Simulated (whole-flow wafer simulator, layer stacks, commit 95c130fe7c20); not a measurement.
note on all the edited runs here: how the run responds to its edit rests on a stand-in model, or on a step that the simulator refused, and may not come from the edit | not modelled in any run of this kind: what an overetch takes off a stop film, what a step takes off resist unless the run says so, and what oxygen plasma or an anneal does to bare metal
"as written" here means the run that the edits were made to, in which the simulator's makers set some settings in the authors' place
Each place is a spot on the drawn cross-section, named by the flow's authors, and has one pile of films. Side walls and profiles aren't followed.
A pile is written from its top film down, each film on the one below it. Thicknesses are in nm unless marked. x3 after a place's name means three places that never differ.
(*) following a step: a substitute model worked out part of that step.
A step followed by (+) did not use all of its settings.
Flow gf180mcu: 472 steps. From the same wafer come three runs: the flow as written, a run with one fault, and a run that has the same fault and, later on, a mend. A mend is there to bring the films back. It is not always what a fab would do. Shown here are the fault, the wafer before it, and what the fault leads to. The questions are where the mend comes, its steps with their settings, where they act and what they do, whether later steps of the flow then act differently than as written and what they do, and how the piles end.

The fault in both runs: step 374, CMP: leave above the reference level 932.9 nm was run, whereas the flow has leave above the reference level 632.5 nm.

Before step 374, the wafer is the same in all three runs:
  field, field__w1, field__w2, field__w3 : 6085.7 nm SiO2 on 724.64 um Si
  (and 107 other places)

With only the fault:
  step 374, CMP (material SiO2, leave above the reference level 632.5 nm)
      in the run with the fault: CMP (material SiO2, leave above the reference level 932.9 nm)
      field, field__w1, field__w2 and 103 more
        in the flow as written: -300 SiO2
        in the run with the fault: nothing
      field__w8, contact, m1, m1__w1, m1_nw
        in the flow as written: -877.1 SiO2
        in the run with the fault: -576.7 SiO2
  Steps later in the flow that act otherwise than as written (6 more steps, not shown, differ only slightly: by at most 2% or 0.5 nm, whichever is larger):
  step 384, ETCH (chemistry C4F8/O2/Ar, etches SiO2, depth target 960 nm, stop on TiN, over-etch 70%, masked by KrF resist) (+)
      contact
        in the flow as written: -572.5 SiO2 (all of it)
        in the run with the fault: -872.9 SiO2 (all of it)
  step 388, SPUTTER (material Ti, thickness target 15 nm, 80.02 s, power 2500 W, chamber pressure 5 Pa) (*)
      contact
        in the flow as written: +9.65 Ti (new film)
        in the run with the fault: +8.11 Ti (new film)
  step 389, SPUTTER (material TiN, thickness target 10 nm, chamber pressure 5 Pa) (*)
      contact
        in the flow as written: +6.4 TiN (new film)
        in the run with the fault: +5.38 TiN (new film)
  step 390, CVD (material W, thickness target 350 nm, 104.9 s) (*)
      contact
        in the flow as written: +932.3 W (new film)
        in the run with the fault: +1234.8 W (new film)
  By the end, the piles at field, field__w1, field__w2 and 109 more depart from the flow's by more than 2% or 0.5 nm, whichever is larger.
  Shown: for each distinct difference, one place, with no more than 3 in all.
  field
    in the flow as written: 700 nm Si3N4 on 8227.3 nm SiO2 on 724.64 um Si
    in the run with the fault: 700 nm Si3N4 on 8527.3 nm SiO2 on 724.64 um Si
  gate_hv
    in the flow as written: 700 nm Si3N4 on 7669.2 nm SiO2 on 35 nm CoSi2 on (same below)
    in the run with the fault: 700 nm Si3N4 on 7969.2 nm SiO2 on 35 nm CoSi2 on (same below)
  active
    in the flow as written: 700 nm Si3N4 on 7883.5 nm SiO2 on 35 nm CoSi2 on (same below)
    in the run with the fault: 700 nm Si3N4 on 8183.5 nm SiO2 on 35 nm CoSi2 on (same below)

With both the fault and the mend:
  The mend follows step 382.
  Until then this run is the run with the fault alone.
  step 382a, STRIP (chemistry O2/N2, power 2160 W, pressure 1700 mTorr) (*)
      field__w1, field__w2, field__w3 and 97 more
        -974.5 KrF resist (all of it), -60 anti-reflective coat (all of it)
      n_well, polyc_p, polyc_p_rim, sti_nw
        -974.5 KrF resist (all of it), -60.1 anti-reflective coat (all of it)
      field
        -974.4 KrF resist (all of it), -60.1 anti-reflective coat (all of it)
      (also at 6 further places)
  step 382b, CMP (material SiO2, leave above the reference level 632.5 nm) (the flow's step 374 again)
      field, field__w1, field__w2 and 103 more
        -300 SiO2
      field__w8, contact, m1, m1__w1, m1_nw
        -300.4 SiO2
  step 382c, HMDS (120 C, 60 s) (the flow's step 376 again)
      leaves every film unchanged at each place that is followed
  step 382d, COAT (anti-reflective coat, thickness 60 nm, 182 C, 71 s) (the flow's step 377 again)
      field, field__w1, field__w2 and 108 more
        +60 anti-reflective coat (new film)
  step 382e, COAT (KrF resist, thickness 1000 nm) (the flow's step 378 again)
      field, field__w1, field__w2 and 108 more
        +1000 KrF resist (new film)
  step 382f, SOFTBAKE (KrF resist) (the flow's step 379 again)
      leaves every film unchanged at each place that is followed
  step 382g, EXPOSE (photomask Via4) (the flow's step 380 again)
      leaves every film unchanged at each place that is followed
  step 382h, PEB (KrF resist, 135 C, 90 s) (the flow's step 381 again)
      field, field__w1, field__w2 and 108 more
        -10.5 KrF resist
  step 382i, DEVELOP (KrF resist, thickness 1000 nm, 60 s) (the flow's step 382 again)
      field, field__w1, field__w2 and 107 more
        -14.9 KrF resist
      contact
        -989.5 KrF resist (all of it)
  None of the later steps of the flow acts differently than as written at any place that is followed.
  By the end, the piles equal the flow's at every place that both follow.
